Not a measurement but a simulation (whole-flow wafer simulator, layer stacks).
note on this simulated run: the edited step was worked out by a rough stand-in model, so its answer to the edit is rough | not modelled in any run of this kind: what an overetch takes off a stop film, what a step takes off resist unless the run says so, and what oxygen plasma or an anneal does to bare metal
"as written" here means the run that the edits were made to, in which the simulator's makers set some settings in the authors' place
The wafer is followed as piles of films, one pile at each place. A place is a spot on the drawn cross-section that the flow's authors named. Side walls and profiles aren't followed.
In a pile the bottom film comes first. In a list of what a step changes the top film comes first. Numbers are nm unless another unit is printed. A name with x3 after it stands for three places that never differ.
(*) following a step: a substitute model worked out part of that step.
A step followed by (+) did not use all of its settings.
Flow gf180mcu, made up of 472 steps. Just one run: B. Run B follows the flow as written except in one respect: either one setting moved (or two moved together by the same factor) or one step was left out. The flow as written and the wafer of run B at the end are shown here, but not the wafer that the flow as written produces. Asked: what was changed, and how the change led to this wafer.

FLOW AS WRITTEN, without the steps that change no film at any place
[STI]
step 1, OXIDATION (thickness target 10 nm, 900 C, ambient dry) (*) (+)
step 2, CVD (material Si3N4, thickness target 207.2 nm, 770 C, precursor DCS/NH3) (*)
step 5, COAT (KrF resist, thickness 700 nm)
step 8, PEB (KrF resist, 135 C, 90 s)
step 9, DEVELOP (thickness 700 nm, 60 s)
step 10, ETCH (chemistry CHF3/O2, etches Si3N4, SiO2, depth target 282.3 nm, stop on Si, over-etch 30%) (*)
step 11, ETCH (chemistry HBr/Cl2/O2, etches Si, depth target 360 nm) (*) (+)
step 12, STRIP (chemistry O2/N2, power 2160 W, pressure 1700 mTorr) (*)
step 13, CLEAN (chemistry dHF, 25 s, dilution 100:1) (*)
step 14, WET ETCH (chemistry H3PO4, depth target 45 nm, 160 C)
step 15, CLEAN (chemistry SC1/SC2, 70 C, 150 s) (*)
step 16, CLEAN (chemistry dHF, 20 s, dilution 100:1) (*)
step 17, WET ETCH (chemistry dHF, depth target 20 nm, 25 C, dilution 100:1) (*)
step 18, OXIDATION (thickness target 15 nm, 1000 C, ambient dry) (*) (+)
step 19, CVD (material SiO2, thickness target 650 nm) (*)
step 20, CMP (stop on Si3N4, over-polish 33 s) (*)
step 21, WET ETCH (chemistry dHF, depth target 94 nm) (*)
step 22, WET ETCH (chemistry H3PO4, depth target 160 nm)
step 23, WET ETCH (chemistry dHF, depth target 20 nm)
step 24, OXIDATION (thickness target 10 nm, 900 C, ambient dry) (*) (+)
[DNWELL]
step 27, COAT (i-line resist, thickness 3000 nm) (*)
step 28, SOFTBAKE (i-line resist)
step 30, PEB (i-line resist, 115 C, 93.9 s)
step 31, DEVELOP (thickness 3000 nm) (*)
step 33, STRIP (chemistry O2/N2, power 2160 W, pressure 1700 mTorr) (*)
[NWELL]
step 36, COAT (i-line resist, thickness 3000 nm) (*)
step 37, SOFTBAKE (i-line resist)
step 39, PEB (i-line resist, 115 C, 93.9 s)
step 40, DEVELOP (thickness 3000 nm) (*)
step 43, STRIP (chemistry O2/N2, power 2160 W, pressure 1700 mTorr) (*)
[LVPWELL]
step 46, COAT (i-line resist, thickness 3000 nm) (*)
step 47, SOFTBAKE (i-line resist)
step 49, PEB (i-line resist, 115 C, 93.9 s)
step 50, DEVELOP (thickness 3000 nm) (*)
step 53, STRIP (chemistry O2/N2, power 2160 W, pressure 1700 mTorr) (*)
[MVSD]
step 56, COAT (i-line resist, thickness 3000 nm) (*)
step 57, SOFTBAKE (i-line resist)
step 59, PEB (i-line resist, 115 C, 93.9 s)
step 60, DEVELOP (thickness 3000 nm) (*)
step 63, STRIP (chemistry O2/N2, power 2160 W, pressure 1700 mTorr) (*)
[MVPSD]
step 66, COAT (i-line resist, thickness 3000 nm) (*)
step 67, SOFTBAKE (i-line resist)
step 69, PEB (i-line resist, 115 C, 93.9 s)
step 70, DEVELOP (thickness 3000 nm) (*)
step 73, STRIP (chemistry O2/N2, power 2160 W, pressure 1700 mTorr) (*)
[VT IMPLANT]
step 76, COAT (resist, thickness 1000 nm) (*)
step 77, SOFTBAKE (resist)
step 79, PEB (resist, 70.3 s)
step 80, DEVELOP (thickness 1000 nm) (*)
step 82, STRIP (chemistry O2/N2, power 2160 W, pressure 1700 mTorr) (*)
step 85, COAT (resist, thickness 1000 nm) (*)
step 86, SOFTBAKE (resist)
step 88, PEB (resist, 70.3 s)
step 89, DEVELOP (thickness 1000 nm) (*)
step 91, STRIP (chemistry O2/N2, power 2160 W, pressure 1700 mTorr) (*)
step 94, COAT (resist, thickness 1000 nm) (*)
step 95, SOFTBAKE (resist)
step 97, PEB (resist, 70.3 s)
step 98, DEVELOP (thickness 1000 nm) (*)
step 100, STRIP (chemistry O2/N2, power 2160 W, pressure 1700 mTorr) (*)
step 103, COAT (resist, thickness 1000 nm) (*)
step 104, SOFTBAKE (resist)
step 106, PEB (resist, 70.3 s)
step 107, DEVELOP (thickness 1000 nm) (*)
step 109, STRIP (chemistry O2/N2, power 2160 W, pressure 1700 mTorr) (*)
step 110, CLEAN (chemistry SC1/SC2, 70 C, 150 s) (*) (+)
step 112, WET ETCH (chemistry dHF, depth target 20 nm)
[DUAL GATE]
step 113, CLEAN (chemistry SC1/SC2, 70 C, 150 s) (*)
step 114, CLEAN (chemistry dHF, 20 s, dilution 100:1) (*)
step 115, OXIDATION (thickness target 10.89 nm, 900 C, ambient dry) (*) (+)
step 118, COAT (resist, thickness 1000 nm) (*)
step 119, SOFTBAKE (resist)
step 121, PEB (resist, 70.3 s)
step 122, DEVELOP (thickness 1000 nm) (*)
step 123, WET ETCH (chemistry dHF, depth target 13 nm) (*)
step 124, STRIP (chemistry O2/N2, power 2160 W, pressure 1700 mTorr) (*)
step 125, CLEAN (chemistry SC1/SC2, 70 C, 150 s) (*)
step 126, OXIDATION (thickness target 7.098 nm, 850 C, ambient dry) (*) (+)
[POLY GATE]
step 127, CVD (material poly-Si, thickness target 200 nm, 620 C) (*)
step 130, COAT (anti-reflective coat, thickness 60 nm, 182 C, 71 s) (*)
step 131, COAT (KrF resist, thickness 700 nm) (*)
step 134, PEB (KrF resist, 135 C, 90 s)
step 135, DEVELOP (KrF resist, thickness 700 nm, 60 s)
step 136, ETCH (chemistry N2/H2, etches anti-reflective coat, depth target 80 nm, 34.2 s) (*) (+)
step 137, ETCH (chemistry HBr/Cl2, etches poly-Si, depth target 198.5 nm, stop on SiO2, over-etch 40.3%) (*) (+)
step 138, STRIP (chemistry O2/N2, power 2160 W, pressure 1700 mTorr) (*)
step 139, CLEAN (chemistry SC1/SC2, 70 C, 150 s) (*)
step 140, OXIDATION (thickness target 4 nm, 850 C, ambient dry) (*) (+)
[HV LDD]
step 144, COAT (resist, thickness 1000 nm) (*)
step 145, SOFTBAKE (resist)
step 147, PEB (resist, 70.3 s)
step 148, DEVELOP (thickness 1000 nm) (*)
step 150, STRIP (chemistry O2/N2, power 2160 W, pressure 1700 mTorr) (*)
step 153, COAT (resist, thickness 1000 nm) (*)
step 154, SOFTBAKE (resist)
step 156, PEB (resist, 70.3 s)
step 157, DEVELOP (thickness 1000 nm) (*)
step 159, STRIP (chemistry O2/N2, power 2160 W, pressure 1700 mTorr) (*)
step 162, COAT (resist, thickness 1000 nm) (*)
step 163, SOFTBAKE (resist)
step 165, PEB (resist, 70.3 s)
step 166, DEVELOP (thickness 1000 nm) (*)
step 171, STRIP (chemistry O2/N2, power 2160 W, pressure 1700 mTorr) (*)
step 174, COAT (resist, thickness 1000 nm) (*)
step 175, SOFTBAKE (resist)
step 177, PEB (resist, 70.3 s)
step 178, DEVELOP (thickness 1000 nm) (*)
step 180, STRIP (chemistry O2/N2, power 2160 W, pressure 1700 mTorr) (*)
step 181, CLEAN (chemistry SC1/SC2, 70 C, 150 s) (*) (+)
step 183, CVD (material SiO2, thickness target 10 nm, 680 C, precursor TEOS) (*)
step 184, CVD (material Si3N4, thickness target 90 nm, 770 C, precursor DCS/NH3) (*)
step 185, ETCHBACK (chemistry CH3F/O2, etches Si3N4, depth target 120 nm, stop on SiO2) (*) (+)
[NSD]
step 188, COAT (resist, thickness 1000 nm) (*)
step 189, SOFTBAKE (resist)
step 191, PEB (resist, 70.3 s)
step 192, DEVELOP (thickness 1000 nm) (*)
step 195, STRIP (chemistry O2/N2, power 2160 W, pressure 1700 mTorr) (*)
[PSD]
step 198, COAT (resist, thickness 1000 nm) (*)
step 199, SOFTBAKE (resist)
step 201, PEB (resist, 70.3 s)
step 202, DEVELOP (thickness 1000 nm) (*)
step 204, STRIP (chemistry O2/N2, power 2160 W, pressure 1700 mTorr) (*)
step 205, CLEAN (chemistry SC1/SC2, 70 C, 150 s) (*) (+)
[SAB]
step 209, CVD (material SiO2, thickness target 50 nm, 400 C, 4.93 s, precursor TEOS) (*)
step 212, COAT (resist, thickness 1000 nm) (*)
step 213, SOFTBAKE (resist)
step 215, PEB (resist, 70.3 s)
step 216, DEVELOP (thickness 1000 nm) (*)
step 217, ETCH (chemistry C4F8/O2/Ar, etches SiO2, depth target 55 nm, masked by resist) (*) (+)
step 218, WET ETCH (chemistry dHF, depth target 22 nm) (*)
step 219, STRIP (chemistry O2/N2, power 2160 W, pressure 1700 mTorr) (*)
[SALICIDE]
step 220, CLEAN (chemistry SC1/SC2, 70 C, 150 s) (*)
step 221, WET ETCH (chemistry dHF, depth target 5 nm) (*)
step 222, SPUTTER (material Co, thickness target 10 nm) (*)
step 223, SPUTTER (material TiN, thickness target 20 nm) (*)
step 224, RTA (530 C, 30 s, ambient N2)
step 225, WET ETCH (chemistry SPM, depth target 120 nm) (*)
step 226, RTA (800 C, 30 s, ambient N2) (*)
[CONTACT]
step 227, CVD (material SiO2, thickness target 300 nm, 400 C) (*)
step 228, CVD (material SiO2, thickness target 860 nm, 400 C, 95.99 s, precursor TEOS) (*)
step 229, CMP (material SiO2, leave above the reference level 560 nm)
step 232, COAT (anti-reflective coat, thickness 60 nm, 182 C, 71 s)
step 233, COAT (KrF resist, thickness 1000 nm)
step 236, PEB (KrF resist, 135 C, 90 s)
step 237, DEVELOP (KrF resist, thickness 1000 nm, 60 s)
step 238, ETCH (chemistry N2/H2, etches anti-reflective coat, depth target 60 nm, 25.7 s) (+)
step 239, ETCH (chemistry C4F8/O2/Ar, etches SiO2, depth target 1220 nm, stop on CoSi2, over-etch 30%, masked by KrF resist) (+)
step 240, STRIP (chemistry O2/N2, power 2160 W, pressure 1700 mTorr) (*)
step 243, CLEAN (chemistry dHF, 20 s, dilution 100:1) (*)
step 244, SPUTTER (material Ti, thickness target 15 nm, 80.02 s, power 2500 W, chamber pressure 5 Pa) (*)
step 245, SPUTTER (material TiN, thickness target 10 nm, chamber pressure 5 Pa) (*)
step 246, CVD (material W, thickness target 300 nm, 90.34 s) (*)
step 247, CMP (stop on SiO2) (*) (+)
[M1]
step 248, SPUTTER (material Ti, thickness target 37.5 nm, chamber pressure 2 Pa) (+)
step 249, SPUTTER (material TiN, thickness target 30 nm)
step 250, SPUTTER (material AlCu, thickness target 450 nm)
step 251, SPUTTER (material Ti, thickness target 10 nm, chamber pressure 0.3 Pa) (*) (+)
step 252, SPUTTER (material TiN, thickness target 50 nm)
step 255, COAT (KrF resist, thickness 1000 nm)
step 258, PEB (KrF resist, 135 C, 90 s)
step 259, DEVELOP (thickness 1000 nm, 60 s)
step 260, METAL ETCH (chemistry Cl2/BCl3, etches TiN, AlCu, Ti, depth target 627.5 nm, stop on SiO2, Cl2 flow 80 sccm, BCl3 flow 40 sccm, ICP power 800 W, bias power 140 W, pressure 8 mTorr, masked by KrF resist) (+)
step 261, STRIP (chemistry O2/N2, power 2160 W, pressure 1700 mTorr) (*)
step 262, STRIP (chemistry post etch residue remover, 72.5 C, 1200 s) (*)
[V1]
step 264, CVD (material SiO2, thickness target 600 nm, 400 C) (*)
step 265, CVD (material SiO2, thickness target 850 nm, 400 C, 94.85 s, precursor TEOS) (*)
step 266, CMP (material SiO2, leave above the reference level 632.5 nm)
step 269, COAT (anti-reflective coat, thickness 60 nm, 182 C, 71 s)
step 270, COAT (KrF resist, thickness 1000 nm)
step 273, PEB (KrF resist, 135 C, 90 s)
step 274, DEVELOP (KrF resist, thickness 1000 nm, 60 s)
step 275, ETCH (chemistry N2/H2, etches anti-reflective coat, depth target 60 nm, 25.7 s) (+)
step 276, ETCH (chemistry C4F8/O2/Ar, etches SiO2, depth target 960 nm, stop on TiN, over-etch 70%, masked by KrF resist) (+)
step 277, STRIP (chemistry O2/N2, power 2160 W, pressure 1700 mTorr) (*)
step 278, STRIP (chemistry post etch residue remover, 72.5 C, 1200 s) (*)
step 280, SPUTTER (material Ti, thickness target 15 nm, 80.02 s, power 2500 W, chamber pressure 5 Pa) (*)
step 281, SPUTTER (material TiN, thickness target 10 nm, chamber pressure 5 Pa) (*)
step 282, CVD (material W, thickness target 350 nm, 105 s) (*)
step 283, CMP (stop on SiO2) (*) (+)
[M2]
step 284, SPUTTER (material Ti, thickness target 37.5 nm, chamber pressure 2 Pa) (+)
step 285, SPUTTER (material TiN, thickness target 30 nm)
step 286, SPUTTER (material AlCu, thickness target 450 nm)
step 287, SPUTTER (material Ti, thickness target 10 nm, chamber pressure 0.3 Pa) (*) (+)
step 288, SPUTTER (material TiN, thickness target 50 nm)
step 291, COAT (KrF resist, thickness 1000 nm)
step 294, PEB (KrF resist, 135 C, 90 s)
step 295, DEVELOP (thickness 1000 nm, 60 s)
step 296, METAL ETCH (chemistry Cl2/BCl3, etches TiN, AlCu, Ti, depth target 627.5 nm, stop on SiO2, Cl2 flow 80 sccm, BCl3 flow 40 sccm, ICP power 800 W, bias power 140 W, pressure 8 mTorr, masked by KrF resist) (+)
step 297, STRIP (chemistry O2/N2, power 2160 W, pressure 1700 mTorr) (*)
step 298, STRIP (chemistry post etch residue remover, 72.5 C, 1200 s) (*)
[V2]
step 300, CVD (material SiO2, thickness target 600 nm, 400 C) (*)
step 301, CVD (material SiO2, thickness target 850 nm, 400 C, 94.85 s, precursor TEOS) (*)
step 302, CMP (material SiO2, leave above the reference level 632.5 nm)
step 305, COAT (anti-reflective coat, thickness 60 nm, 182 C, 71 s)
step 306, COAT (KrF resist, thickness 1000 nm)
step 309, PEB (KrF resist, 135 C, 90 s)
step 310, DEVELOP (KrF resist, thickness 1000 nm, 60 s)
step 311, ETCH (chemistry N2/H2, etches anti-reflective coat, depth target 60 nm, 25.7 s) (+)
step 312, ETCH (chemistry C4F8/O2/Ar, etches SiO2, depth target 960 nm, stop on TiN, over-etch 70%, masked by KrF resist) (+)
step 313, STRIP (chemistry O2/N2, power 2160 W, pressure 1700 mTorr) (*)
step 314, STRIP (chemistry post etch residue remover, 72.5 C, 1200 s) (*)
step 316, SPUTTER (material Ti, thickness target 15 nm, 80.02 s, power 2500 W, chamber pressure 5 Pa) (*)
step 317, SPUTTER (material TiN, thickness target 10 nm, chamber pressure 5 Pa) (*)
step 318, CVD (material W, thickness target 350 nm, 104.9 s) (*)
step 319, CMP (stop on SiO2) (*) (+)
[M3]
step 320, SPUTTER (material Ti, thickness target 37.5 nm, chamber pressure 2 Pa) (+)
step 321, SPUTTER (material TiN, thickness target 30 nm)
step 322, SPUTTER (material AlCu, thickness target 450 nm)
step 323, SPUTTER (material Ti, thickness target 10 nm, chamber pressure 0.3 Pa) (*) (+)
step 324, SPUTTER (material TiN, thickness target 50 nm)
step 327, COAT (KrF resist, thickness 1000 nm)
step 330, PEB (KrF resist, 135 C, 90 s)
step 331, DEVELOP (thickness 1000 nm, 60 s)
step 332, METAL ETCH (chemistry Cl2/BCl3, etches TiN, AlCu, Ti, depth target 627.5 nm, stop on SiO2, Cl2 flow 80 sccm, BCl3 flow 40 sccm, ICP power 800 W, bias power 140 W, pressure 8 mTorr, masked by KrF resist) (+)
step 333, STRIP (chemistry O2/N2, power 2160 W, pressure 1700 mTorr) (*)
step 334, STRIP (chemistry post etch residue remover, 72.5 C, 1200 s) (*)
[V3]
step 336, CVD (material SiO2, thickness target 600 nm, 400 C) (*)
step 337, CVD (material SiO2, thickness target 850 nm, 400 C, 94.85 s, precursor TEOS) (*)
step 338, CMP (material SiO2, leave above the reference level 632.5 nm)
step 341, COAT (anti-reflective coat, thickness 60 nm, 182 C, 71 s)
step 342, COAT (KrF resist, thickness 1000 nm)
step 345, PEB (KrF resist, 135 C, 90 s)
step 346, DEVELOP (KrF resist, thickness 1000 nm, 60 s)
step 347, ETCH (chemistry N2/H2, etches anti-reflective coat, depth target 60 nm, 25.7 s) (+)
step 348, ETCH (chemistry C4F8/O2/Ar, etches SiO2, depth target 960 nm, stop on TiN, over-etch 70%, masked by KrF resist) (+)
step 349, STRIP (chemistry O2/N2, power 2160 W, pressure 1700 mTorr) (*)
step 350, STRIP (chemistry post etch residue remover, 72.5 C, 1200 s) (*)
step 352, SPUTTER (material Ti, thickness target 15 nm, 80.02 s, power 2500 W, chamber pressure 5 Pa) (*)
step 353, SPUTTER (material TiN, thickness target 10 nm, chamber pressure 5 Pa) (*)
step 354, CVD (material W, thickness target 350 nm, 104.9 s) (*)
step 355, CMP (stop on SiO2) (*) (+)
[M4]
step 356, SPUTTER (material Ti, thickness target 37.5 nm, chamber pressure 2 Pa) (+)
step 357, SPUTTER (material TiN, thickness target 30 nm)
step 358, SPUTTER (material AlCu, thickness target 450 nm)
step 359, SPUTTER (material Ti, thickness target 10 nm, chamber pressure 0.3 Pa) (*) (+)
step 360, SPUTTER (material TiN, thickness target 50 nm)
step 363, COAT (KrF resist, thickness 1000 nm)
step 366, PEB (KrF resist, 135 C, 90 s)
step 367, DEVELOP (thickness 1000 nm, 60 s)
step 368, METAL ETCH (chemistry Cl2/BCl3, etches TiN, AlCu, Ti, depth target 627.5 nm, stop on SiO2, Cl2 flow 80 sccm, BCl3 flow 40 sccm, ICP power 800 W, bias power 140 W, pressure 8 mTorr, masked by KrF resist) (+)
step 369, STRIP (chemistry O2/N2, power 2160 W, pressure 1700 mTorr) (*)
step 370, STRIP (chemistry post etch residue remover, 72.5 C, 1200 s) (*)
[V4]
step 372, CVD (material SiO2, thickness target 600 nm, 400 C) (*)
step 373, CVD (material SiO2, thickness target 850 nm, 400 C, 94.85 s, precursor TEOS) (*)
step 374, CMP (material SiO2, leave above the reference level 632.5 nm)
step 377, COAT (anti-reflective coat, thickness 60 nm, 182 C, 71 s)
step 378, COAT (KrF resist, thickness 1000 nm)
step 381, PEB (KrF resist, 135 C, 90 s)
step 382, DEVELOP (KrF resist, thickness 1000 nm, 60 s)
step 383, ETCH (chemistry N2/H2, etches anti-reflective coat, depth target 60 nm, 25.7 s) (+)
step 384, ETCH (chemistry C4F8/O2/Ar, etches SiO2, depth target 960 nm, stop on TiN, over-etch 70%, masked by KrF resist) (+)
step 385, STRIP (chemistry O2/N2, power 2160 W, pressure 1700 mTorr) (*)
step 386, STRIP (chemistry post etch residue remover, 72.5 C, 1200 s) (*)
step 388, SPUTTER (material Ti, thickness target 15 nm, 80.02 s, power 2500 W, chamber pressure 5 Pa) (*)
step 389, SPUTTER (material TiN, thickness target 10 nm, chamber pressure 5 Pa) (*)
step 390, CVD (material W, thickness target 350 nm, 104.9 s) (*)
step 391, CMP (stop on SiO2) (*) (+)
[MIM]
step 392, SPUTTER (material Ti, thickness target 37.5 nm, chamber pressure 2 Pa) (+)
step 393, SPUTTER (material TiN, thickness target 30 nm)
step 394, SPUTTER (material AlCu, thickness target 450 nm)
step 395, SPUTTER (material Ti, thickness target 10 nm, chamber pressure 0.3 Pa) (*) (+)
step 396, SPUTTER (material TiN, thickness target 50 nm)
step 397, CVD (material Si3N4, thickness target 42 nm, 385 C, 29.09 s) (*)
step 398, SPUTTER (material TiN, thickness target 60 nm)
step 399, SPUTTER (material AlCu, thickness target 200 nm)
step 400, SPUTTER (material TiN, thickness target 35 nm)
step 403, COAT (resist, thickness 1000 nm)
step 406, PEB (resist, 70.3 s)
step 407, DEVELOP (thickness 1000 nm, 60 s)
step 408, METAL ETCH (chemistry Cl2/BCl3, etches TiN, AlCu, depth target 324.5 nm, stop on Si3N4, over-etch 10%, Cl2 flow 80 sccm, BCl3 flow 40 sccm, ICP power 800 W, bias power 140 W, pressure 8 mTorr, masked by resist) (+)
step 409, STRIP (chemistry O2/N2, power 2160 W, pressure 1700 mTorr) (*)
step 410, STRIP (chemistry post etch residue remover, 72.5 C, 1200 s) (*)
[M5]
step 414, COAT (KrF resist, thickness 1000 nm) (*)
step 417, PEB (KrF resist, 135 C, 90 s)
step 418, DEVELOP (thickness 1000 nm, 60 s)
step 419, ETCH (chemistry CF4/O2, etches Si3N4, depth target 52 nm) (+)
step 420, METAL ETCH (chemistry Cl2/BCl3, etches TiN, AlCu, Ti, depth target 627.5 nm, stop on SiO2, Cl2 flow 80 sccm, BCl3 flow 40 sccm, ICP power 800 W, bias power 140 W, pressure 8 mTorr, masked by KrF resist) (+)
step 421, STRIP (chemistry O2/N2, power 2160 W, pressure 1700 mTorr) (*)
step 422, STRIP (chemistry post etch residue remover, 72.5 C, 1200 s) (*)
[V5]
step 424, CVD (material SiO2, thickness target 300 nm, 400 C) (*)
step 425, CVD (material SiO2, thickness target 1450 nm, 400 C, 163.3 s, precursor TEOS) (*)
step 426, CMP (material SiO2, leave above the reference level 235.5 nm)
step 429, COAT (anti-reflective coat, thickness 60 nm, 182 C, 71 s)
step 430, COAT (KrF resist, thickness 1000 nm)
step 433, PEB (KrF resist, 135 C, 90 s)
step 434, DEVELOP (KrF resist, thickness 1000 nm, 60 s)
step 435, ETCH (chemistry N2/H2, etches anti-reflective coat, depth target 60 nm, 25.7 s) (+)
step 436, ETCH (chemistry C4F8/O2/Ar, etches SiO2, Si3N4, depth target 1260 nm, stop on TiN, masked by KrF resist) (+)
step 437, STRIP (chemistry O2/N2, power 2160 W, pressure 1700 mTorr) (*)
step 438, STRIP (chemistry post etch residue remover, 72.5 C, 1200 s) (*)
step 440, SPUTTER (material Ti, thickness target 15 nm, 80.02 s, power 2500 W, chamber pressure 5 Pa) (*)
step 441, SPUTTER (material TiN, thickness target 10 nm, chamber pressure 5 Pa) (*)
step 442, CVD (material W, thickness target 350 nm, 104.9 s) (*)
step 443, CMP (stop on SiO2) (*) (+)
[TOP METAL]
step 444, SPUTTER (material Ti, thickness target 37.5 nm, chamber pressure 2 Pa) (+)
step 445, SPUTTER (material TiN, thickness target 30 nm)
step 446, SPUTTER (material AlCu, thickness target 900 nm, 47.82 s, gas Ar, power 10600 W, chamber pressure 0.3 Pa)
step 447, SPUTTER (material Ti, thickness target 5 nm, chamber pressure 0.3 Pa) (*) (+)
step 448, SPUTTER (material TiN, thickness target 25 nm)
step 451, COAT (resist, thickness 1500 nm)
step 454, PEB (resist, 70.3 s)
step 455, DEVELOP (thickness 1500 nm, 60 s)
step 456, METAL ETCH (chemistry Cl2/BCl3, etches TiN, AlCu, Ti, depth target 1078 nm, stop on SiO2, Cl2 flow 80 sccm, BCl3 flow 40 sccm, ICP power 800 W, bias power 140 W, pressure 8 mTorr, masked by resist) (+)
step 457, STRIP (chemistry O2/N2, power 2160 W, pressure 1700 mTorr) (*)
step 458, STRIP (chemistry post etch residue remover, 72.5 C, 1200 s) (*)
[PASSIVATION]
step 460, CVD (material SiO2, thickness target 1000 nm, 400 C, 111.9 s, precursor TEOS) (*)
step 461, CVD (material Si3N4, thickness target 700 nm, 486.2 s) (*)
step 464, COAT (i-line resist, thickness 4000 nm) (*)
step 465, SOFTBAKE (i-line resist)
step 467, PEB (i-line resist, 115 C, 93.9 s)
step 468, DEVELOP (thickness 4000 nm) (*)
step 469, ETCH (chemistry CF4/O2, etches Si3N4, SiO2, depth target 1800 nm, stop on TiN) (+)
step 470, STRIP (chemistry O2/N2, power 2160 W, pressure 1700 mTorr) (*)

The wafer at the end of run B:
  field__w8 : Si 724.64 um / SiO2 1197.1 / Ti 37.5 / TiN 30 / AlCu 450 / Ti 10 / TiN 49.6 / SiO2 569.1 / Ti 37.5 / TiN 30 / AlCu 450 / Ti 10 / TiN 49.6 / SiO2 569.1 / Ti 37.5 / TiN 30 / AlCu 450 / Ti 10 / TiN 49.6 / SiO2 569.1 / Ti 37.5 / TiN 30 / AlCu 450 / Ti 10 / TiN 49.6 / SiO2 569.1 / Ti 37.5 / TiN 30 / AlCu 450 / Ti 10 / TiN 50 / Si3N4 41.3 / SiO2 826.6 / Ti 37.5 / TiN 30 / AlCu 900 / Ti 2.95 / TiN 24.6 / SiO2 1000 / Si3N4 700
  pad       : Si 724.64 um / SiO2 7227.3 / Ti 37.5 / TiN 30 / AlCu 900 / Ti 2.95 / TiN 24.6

What caused this: step 447, SPUTTER: thickness target 2.95 nm was run, though the flow has thickness target 5 nm.
One can read it off the wafer: field__w8 has Ti 2.95, and step 447 as written asks for 5 nm.

Step by step, how the change led to this:
  step 447, SPUTTER (material Ti, thickness target 5 nm, chamber pressure 0.3 Pa) (*) (+)
      field, field__w1, field__w2 and 109 more: +2.95 Ti (new film) (it would be, as written: +5 Ti (new film))
  step 456, METAL ETCH (chemistry Cl2/BCl3, etches TiN, AlCu, Ti, depth target 1078 nm, stop on SiO2, Cl2 flow 80 sccm, BCl3 flow 40 sccm, ICP power 800 W, bias power 140 W, pressure 8 mTorr, masked by resist) (+)
      field, field__w1, field__w2 and 103 more: -25 TiN (all of it), -2.95 Ti (all of it), -900 AlCu (all of it), -30 TiN (all of it), -37.5 Ti (all of it) (it would be, as written: -25 TiN (all of it), -5 Ti (all of it), -900 AlCu (all of it), -30 TiN (all of it), -37.5 Ti (all of it))
